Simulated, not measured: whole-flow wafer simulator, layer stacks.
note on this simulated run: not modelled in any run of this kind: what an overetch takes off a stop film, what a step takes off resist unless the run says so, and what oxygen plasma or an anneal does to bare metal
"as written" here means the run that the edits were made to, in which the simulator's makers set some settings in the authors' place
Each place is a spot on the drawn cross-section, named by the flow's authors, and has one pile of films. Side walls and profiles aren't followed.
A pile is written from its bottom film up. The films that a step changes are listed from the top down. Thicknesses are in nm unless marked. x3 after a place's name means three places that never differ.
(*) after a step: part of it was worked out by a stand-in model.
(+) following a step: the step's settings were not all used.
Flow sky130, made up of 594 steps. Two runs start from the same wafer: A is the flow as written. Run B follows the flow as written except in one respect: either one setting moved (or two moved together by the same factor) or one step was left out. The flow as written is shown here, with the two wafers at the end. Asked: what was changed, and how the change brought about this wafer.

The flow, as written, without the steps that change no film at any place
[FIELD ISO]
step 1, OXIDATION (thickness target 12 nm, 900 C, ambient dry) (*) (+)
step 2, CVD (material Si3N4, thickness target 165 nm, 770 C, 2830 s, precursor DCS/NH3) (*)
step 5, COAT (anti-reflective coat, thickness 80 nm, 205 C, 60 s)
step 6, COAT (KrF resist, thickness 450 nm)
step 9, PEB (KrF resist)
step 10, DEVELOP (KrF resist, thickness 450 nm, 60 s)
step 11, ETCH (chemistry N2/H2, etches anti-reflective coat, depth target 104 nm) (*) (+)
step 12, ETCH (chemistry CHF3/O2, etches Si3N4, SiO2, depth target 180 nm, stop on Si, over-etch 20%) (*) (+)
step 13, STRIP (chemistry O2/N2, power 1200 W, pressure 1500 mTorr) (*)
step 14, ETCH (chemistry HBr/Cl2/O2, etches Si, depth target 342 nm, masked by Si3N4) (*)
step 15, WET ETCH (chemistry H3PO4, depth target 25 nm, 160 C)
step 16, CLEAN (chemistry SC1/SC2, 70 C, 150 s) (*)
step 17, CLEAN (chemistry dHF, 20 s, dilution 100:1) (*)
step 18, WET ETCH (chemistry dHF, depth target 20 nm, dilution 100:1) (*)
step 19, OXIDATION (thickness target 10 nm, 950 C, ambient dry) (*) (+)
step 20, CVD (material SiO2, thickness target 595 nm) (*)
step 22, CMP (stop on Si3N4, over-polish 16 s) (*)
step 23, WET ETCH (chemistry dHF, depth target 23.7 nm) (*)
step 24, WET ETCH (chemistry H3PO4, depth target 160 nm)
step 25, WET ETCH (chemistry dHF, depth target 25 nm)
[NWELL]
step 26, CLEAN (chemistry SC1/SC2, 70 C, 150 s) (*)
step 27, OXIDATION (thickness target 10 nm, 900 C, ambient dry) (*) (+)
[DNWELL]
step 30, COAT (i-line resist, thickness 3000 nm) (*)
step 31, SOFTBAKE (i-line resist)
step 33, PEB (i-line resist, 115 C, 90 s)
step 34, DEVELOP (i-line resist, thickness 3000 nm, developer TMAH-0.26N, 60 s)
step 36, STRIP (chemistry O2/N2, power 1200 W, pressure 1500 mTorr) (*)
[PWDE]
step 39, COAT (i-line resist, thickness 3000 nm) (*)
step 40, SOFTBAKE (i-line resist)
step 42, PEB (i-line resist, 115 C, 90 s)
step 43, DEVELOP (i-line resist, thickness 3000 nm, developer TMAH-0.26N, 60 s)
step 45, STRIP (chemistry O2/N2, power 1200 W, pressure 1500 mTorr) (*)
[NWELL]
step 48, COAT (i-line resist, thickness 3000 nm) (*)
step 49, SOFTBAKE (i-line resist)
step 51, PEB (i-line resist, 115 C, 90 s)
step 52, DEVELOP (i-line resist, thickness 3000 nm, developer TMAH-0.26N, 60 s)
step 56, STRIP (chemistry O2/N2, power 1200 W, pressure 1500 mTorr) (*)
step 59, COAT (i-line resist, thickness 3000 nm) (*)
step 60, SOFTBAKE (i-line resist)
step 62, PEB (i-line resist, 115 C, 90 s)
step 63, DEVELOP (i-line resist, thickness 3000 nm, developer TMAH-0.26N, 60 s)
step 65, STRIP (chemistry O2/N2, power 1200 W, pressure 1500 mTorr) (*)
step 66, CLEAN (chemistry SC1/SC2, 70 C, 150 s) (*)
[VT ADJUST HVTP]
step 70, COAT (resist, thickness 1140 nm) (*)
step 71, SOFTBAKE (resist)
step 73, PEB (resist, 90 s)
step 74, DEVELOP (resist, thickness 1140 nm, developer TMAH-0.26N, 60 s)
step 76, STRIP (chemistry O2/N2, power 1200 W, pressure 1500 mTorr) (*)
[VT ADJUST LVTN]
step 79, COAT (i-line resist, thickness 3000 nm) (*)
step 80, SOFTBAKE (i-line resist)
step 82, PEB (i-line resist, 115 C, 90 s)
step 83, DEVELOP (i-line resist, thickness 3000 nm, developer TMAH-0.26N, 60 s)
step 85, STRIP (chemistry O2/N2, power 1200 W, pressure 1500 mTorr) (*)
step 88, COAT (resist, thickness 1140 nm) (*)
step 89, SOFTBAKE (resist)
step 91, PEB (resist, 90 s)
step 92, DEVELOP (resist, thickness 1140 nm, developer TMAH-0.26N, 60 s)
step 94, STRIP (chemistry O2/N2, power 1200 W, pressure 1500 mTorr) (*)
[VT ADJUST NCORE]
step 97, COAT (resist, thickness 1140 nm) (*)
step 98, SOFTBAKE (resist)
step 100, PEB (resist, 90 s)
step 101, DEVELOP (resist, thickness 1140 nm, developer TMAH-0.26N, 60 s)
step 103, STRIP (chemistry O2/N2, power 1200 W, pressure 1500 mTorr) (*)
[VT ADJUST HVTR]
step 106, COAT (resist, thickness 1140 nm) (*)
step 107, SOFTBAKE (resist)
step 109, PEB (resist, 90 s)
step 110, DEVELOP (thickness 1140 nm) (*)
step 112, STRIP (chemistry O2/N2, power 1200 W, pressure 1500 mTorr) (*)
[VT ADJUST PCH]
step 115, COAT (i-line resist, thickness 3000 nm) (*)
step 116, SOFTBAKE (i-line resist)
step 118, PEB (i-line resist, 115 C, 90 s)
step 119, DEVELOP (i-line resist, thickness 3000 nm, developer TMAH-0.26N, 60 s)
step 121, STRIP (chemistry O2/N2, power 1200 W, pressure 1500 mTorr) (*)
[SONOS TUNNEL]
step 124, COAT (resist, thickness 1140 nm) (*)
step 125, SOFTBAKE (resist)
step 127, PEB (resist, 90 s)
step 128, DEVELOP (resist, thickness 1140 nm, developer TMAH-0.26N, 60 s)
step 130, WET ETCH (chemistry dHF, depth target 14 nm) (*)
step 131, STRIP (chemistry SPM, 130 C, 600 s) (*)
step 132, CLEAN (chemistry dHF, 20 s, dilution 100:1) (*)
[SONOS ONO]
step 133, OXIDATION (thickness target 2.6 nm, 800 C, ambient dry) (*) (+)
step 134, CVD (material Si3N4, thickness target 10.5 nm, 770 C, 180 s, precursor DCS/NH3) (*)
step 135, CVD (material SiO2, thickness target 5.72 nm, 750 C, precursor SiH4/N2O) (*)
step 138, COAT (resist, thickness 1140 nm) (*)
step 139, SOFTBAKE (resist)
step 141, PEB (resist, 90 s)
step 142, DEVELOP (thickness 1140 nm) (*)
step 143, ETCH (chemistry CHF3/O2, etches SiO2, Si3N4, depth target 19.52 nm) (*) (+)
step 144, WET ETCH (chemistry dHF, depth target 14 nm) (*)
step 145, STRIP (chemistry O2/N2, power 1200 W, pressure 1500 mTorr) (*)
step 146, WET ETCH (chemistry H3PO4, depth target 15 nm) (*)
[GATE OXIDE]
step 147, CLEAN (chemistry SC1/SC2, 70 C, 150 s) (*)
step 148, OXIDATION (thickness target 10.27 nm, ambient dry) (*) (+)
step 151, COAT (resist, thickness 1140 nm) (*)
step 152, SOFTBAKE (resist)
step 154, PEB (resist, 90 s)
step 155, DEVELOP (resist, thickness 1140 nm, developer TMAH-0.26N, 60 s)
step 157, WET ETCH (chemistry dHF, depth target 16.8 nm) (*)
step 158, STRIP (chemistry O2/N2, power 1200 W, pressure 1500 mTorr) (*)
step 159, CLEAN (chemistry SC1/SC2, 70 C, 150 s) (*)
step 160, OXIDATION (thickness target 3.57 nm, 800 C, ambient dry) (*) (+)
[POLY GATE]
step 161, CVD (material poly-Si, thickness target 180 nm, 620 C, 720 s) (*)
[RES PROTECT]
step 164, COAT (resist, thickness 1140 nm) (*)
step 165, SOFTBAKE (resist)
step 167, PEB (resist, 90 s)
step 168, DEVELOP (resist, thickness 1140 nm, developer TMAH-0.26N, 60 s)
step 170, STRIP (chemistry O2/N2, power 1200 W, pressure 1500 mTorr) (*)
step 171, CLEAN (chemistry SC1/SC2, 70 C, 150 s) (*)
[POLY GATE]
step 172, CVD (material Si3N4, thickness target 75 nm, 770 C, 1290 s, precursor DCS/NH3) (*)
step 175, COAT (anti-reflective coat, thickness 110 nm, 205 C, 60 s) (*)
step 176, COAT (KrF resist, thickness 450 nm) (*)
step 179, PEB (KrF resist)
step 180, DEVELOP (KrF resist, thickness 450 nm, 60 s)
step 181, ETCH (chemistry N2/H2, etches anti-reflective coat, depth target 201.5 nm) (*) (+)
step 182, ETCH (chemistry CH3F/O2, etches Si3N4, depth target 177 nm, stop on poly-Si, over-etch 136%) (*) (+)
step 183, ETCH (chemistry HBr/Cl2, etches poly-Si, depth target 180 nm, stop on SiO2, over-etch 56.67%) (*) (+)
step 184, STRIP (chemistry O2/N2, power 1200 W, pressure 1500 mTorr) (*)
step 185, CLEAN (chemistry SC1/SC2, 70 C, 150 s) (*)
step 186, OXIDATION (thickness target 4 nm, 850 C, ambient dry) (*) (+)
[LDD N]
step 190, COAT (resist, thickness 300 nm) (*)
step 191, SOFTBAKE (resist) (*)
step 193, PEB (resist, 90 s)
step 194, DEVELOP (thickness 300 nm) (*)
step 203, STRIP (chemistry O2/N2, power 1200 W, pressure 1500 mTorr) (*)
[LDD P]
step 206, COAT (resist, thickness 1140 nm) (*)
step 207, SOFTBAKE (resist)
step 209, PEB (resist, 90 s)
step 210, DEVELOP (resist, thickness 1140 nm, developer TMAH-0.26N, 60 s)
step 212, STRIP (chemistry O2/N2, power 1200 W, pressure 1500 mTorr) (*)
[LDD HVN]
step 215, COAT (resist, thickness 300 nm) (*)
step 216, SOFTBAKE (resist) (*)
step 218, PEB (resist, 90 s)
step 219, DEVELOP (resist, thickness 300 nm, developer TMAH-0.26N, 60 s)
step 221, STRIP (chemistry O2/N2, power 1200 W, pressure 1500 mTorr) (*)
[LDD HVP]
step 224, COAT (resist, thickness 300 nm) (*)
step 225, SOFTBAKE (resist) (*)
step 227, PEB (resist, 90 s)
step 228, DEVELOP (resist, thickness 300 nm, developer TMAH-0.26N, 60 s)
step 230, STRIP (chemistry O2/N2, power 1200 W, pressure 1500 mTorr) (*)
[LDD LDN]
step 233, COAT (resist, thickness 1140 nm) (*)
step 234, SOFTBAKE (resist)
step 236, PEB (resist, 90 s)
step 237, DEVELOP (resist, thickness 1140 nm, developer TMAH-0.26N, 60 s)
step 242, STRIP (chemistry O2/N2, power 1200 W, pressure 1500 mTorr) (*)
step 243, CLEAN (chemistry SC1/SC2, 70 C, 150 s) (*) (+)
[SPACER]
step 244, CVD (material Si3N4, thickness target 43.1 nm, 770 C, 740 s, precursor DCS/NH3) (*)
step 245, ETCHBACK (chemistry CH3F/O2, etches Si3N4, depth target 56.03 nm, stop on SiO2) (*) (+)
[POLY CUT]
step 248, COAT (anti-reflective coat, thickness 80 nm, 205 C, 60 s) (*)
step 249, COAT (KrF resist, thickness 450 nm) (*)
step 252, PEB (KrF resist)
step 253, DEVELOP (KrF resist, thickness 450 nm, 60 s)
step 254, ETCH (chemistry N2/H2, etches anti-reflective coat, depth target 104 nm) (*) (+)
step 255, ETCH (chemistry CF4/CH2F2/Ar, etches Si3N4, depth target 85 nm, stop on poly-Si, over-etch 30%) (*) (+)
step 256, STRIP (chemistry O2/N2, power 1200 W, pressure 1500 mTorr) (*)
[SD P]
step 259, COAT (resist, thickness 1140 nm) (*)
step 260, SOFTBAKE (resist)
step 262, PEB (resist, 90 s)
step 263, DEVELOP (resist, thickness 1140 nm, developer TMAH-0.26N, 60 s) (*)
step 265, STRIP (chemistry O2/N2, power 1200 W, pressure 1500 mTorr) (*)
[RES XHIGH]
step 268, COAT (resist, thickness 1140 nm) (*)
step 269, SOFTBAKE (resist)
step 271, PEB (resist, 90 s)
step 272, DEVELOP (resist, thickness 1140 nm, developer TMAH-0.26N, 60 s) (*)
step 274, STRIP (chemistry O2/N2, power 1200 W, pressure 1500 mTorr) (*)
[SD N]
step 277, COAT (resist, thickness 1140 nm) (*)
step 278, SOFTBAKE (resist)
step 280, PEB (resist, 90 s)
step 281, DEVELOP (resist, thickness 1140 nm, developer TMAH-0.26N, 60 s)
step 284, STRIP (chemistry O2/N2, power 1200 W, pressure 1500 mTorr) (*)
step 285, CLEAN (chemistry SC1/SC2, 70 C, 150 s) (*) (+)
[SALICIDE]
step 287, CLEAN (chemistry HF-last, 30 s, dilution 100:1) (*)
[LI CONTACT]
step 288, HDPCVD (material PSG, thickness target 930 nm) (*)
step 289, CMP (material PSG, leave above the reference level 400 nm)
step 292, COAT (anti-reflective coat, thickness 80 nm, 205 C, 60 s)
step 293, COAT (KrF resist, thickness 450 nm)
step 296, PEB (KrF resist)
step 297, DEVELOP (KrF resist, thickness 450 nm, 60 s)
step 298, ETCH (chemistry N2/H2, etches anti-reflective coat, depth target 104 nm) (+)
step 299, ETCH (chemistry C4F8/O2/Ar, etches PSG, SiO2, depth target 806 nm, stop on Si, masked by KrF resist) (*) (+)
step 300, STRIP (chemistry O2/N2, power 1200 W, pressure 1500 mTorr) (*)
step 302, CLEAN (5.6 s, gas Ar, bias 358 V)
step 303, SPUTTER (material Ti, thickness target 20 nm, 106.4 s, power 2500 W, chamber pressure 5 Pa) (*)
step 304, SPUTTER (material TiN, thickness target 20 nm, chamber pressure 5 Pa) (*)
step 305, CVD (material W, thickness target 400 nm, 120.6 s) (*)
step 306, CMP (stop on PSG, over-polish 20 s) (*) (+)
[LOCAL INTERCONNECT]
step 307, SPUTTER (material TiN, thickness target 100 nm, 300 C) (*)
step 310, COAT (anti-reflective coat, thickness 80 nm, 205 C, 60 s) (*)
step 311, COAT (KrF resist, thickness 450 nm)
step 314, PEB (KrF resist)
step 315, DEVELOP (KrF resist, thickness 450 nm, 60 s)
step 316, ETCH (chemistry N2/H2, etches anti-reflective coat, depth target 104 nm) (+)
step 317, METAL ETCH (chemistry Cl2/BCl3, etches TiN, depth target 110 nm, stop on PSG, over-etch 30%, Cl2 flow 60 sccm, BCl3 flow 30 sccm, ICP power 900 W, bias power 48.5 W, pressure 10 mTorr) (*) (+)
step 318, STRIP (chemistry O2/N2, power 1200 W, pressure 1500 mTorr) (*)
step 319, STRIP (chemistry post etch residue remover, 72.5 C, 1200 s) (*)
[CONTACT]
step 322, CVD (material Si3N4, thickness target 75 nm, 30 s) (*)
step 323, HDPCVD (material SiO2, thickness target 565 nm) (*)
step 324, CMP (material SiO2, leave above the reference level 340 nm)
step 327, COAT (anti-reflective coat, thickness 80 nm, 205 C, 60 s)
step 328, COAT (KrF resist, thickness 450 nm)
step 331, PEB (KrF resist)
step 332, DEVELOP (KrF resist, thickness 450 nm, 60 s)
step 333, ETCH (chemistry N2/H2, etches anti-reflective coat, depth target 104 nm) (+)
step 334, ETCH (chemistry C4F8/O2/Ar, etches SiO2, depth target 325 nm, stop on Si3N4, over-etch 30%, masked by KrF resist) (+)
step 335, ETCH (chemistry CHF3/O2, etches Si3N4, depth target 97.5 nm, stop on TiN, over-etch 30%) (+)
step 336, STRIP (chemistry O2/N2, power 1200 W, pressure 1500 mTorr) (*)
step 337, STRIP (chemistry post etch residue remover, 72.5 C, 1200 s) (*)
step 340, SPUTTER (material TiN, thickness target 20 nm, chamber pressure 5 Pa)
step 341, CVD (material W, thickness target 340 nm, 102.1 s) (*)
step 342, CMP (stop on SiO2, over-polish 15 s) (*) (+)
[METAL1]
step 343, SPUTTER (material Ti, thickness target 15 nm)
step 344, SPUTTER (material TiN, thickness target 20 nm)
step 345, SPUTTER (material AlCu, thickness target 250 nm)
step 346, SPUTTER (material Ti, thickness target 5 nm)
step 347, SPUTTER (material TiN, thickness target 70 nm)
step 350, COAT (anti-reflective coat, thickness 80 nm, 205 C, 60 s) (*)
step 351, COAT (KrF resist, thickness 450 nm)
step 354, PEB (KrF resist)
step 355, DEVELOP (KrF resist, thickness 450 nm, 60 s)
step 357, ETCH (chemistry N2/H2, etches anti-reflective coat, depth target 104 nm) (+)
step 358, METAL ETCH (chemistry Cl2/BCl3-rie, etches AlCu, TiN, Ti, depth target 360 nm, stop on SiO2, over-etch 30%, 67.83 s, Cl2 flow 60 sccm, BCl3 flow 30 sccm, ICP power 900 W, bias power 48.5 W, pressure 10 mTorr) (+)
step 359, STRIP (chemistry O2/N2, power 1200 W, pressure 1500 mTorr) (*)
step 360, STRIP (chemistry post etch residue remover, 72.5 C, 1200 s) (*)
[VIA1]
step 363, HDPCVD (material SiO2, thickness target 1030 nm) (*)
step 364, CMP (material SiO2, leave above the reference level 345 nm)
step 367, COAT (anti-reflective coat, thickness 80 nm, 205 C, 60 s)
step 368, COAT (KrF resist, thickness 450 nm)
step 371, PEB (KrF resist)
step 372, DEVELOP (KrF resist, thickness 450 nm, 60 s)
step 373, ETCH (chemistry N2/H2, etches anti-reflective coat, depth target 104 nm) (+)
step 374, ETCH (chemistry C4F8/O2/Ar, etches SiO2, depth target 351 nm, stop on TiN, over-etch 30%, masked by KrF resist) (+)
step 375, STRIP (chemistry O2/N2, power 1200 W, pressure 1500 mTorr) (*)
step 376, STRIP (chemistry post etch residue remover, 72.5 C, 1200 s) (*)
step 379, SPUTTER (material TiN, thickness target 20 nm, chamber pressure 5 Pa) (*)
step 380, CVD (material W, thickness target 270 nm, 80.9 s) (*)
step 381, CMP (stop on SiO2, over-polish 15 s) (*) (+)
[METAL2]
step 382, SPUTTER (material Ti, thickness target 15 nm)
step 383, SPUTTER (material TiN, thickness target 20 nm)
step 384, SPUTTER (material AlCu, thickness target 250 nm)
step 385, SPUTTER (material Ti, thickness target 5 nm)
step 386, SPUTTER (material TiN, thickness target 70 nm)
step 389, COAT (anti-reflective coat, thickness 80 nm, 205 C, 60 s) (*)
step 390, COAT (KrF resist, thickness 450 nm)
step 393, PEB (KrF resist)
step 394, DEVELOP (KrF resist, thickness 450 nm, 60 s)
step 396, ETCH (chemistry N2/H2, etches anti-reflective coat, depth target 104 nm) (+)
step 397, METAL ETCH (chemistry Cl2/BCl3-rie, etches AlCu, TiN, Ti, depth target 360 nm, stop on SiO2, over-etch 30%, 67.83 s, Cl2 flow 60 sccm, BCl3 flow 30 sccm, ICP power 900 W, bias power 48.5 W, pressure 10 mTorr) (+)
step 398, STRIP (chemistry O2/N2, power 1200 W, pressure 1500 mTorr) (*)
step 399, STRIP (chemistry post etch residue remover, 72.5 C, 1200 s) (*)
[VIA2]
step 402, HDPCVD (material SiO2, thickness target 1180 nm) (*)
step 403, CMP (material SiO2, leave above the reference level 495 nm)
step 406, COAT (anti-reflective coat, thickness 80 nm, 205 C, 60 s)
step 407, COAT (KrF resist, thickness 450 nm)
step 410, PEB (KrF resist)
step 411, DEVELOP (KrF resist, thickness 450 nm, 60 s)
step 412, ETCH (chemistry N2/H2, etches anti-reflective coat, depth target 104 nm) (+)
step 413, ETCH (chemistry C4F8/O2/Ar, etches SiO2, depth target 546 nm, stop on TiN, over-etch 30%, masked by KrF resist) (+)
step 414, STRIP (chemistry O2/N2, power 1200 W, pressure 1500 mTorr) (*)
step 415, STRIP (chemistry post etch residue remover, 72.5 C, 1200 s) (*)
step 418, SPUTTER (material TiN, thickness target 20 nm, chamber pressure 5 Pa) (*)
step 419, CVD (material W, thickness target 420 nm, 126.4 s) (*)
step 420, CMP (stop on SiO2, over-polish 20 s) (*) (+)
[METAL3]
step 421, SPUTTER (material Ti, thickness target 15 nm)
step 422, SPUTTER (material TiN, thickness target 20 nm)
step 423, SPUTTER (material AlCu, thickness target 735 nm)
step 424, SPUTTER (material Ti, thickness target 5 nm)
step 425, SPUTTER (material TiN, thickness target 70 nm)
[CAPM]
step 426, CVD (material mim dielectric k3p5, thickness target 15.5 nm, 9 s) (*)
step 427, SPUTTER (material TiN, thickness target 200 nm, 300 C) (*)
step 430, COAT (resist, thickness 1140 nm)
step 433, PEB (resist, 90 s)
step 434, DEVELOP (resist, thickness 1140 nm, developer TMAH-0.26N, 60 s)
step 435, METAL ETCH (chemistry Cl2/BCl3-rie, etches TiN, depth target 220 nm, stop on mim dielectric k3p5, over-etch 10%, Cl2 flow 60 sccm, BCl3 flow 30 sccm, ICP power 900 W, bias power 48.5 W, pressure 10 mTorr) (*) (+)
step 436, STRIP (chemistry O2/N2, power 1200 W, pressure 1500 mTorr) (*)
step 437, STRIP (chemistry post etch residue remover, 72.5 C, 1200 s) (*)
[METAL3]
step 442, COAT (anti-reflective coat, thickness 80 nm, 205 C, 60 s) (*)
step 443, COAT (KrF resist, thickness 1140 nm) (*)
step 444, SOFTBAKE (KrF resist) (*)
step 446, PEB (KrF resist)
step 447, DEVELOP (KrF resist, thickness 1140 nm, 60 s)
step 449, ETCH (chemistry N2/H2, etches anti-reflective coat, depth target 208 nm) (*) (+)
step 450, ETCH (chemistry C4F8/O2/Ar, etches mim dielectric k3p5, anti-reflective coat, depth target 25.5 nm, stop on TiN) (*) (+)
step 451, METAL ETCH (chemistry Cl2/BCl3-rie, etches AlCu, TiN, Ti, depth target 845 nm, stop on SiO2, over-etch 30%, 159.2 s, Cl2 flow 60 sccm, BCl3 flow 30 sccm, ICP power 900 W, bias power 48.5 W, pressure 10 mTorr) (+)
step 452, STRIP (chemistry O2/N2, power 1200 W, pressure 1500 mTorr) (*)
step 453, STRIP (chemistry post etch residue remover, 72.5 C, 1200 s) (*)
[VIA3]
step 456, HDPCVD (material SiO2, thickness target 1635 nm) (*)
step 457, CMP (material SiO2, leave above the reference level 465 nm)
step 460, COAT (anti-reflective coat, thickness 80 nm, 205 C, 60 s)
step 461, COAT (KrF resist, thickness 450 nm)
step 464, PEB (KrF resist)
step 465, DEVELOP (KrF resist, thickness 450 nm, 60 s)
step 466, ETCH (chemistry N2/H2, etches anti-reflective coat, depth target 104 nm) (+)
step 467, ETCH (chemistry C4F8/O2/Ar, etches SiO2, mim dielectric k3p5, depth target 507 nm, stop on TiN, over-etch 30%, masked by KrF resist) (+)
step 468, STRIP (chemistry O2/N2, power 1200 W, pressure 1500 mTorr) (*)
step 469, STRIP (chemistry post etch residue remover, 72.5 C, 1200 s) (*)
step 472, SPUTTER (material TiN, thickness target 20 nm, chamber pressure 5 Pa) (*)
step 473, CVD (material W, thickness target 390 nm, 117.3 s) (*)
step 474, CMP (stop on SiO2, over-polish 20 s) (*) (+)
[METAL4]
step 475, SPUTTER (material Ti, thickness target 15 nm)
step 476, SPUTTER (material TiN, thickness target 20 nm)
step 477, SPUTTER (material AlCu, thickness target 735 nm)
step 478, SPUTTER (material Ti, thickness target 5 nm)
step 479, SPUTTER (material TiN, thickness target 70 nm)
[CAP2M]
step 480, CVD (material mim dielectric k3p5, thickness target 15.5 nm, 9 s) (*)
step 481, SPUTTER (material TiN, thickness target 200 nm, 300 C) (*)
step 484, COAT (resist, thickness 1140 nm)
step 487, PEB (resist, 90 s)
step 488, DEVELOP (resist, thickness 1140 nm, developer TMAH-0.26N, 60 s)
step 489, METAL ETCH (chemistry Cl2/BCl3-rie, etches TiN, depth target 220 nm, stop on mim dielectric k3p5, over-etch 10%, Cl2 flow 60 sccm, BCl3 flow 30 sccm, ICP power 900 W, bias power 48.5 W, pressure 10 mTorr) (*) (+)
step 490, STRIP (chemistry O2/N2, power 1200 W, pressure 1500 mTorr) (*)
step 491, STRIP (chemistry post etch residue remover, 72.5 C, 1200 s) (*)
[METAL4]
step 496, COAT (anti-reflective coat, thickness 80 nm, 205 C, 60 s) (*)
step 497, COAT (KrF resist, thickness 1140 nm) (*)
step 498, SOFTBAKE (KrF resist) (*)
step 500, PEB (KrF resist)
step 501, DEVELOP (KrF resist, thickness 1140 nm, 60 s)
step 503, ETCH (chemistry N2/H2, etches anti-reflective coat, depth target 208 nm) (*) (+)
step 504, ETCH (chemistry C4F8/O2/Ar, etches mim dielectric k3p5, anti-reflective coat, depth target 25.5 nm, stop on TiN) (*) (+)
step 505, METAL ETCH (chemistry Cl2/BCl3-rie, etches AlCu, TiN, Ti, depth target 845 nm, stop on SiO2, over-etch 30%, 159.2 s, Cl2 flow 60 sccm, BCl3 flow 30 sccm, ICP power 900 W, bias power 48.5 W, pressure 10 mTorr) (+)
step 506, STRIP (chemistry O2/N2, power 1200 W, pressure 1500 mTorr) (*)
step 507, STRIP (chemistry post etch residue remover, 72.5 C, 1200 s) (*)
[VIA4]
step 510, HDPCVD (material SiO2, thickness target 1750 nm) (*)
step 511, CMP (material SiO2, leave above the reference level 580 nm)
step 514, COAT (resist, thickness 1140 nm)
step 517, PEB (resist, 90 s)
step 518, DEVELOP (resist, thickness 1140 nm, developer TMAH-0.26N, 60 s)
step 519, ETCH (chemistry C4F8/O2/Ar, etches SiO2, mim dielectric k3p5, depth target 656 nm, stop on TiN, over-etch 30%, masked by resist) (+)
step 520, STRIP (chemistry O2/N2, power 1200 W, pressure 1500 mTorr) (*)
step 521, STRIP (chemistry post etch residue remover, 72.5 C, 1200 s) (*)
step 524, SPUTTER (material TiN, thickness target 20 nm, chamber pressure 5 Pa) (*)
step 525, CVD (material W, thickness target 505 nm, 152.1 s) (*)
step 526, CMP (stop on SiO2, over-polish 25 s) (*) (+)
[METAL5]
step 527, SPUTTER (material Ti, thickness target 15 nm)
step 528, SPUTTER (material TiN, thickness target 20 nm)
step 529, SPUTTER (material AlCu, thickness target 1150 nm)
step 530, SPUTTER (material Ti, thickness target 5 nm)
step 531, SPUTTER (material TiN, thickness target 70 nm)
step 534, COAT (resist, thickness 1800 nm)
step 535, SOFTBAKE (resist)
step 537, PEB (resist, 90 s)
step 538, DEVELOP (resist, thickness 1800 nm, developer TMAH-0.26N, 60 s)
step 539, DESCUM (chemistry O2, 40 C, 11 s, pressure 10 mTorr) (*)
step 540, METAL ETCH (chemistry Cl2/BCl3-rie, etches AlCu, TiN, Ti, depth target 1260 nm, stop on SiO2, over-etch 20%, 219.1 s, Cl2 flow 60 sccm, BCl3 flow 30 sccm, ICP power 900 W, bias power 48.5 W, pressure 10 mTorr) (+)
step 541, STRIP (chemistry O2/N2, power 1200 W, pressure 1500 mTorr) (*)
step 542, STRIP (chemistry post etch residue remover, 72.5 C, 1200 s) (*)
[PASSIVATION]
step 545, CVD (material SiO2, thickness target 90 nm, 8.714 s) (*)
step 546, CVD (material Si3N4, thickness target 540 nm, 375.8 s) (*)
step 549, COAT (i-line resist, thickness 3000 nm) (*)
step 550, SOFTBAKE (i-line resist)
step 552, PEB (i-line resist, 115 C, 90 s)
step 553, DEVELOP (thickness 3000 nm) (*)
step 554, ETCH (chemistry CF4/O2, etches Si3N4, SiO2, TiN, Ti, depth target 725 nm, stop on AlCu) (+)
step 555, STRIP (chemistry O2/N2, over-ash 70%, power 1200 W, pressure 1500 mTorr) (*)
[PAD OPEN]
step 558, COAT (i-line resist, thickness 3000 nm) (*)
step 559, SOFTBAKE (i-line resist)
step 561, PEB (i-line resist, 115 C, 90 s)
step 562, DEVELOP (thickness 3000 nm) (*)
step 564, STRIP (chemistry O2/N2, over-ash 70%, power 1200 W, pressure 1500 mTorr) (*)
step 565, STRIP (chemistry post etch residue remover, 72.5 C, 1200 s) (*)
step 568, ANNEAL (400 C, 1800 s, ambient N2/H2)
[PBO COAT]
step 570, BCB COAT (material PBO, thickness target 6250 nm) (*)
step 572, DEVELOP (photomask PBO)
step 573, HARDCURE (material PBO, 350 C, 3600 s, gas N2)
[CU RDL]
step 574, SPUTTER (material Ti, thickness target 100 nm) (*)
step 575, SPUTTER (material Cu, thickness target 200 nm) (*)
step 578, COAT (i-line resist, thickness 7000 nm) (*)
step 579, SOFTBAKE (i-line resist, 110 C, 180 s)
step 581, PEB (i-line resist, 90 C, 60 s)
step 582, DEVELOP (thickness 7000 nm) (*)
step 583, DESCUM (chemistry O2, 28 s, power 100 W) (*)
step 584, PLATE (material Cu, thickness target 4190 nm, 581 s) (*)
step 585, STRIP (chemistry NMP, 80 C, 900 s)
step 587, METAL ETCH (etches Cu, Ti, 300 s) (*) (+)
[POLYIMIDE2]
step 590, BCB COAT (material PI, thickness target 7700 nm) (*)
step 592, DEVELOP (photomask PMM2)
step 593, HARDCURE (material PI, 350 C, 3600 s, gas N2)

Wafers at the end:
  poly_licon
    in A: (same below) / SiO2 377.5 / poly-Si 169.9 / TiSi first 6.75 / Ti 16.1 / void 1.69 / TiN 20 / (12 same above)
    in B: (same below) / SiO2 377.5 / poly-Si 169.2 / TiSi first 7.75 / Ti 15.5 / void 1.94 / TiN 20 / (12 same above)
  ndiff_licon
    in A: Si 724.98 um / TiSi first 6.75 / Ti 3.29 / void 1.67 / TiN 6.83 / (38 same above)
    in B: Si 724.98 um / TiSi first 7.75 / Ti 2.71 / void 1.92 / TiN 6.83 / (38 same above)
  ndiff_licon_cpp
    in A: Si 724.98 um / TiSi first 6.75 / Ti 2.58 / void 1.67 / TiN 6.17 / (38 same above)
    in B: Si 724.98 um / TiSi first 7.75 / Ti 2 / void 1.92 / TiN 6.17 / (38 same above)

Cause: step 568, ANNEAL: 2880 s was run, while the flow as written has 1800 s.

The path from the change to this, step by step:
  step 568, ANNEAL (400 C, 1800 s, ambient N2/H2)
      poly_licon, rpo_hd_licon: A under 11 films: void gains 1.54 (new film), Ti loses 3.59, TiSi first gains 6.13 (new film), poly-Si loses 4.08 | B under 11 films: void gains 1.81 (new film), Ti loses 4.22, TiSi first gains 7.21 (new film), poly-Si loses 4.8
      ndiff_licon, ndiff_licon_cpp: A under 37 films: void gains 1.52 (new film), Ti loses 3.59, TiSi first gains 6.13 (new film), Si loses 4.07 | B under 37 films: void gains 1.79 (new film), Ti loses 4.22, TiSi first gains 7.21 (new film), Si loses 4.78
